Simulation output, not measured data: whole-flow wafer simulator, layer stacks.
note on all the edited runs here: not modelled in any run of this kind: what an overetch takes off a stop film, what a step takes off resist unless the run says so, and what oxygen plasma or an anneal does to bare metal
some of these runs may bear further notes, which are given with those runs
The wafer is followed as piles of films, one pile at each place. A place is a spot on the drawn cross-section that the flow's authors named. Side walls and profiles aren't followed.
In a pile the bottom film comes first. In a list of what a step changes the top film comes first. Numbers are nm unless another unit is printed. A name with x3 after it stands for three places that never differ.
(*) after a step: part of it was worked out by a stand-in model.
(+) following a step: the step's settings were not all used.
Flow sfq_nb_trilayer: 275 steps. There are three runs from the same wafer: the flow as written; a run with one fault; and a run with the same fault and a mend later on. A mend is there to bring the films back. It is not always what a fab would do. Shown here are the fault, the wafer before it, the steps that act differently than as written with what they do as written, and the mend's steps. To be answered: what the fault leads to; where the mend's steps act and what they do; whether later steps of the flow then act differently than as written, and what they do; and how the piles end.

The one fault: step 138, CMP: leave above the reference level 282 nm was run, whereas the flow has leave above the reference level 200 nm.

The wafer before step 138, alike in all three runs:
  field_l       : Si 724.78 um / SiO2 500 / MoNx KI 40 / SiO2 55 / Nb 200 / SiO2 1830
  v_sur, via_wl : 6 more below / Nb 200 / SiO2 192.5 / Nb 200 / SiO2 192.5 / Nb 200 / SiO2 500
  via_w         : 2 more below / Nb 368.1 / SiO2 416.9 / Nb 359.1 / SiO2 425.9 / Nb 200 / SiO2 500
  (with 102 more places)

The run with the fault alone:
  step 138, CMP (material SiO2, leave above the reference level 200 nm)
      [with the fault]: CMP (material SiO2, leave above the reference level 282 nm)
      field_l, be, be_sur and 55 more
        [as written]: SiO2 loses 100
        [with the fault]: SiO2 loses 18
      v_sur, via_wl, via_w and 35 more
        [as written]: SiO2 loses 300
        [with the fault]: SiO2 loses 218
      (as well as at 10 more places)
  Steps further on in the flow that do not act as written (6 more steps, not shown, differ only slightly: by at most 2% or 0.5 nm, whichever is larger):
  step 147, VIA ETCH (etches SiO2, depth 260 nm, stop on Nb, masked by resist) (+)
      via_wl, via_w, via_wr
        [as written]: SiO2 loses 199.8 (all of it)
        [with the fault]: SiO2 loses 260
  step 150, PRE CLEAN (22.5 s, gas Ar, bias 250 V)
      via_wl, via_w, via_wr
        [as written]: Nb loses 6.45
        [with the fault]: SiO2 loses 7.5
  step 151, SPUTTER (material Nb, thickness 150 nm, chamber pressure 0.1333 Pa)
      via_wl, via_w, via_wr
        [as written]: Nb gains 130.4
        [with the fault]: Nb gains 123.3 (new film)
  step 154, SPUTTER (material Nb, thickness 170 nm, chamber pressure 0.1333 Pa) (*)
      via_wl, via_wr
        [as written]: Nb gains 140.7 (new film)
        [with the fault]: Nb gains 103.1 (new film)
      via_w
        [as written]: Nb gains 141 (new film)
        [with the fault]: Nb gains 136 (new film)
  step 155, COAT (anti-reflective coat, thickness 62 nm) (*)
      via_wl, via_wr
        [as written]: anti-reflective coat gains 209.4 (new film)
        [with the fault]: anti-reflective coat gains 321.3 (new film)
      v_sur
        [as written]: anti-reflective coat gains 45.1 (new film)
        [with the fault]: anti-reflective coat gains 42.8 (new film)
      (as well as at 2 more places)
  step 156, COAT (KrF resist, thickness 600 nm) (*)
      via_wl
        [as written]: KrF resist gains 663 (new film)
        [with the fault]: KrF resist gains 648.6 (new film)
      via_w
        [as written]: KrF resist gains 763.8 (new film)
        [with the fault]: KrF resist gains 811.1 (new film)
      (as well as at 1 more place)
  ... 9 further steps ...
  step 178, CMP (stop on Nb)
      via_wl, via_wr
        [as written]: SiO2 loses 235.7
        [with the fault]: SiO2 loses 227.2
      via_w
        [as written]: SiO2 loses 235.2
        [with the fault]: SiO2 loses 227.2
  The piles end different from the flow's at field_l, v_sur, via_wl and 103 more by more than 2% or 0.5 nm, whichever is larger.
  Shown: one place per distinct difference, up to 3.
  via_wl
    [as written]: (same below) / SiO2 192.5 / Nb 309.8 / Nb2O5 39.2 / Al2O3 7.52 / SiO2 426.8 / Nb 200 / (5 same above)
    [with the fault]: (same below) / SiO2 192.5 / Nb 200 / SiO2 14.3 / Nb 123.3 / Al 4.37 / Al2O3 0.96 / Nb2O5 52.6 / SiO2 469.8 / Nb 200 / (5 same above)
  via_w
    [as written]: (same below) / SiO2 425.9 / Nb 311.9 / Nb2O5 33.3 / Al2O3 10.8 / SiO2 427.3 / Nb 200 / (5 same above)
    [with the fault]: (same below) / SiO2 425.9 / Nb 200 / SiO2 14.3 / Nb 110.8 / Nb2O5 34.7 / Al2O3 10.1 / SiO2 495.5 / Nb 200 / (5 same above)
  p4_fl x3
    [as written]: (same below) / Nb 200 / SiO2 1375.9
    [with the fault]: (same below) / Nb 200 / SiO2 1457.9

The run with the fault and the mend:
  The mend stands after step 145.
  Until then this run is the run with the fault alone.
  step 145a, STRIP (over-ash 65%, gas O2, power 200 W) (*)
      field_l, v_sur, via_sp and 100 more
        KrF resist loses 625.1 (all of it), anti-reflective coat loses 62 (all of it)
      via_wl, via_w, via_wr
        anti-reflective coat loses 62 (all of it)
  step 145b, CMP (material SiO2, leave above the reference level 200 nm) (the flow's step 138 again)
      field_l, v_sur, via_wl and 103 more
        SiO2 loses 82
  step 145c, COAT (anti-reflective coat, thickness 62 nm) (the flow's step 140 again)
      field_l, v_sur, via_wl and 103 more
        anti-reflective coat gains 62 (new film)
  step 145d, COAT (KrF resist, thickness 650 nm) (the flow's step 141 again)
      field_l, v_sur, via_wl and 103 more
        KrF resist gains 650 (new film)
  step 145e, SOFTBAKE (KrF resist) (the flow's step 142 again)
      leaves every film unchanged at each place that is followed
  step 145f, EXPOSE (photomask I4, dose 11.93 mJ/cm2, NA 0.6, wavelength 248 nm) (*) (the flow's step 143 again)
      leaves every film unchanged at each place that is followed
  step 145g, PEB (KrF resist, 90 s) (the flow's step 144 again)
      field_l, v_sur, via_wl and 103 more
        KrF resist loses 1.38
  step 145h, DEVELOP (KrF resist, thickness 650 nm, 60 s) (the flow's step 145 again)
      field_l, v_sur, via_sp and 100 more
        KrF resist loses 23.5
      via_wl, via_w, via_wr
        KrF resist loses 648.6 (all of it)
  Later steps of the flow that are run all act as written at every place that is followed.
  At every place that both follow, the piles at the end match the flow's.
